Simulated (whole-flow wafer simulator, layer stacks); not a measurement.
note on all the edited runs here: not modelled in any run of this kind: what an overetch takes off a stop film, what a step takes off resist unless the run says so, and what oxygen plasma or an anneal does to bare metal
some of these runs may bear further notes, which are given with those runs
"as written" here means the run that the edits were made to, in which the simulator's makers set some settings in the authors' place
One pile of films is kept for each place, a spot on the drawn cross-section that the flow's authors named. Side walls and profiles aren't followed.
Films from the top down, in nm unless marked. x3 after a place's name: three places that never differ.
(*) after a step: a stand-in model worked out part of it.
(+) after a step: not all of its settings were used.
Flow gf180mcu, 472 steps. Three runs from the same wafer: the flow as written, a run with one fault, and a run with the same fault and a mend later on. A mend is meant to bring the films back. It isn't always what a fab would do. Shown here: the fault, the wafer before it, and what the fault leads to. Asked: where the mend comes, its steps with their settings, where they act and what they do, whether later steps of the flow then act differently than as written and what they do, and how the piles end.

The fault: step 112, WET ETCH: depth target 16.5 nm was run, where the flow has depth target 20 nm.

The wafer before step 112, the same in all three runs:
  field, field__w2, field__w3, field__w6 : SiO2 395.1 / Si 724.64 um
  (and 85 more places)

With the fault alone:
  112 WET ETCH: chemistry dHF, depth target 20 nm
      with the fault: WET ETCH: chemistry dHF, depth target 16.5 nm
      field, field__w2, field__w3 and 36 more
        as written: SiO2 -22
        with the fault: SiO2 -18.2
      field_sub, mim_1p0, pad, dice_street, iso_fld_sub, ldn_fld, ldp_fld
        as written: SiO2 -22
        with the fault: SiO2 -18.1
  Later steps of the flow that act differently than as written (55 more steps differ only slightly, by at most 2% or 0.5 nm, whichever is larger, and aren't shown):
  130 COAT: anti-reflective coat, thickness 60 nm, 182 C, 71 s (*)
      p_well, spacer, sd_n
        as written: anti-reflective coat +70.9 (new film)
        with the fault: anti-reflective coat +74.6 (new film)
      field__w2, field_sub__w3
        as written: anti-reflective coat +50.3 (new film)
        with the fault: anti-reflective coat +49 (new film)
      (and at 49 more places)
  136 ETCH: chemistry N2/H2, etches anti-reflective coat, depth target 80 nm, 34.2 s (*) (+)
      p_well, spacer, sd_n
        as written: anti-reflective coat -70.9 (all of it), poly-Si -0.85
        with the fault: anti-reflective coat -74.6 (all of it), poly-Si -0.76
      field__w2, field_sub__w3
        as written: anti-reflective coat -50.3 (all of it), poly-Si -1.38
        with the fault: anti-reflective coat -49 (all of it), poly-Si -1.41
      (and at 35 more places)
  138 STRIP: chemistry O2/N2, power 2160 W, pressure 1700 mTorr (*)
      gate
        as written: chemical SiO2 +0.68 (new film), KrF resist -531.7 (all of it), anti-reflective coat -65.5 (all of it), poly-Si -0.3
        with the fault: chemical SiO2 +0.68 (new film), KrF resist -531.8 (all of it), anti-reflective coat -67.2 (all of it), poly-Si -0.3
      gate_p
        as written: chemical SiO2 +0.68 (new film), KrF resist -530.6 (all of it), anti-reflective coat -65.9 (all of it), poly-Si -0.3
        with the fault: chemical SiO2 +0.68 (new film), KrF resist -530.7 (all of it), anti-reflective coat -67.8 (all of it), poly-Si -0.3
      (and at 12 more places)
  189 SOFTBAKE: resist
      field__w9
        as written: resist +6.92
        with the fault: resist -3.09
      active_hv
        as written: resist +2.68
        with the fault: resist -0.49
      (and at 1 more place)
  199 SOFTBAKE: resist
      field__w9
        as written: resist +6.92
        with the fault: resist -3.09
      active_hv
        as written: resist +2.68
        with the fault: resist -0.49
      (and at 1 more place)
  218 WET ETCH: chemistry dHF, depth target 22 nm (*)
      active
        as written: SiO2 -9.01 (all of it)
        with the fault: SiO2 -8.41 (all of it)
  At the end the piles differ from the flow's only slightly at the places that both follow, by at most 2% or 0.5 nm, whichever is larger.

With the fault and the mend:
  The mend comes after step 112.
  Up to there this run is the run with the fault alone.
  112a WET ETCH: chemistry dHF, depth target 3.5 nm (the flow's step 112 once more, with other settings)
      field, field__w2, field__w3 and 43 more
        SiO2 -3.5
  No later step of the flow acts differently than as written, at any place that is followed, by more than 2% or 0.5 nm, whichever is larger.
  At the end the piles differ from the flow's only slightly at the places that both follow, by at most 2% or 0.5 nm, whichever is larger.
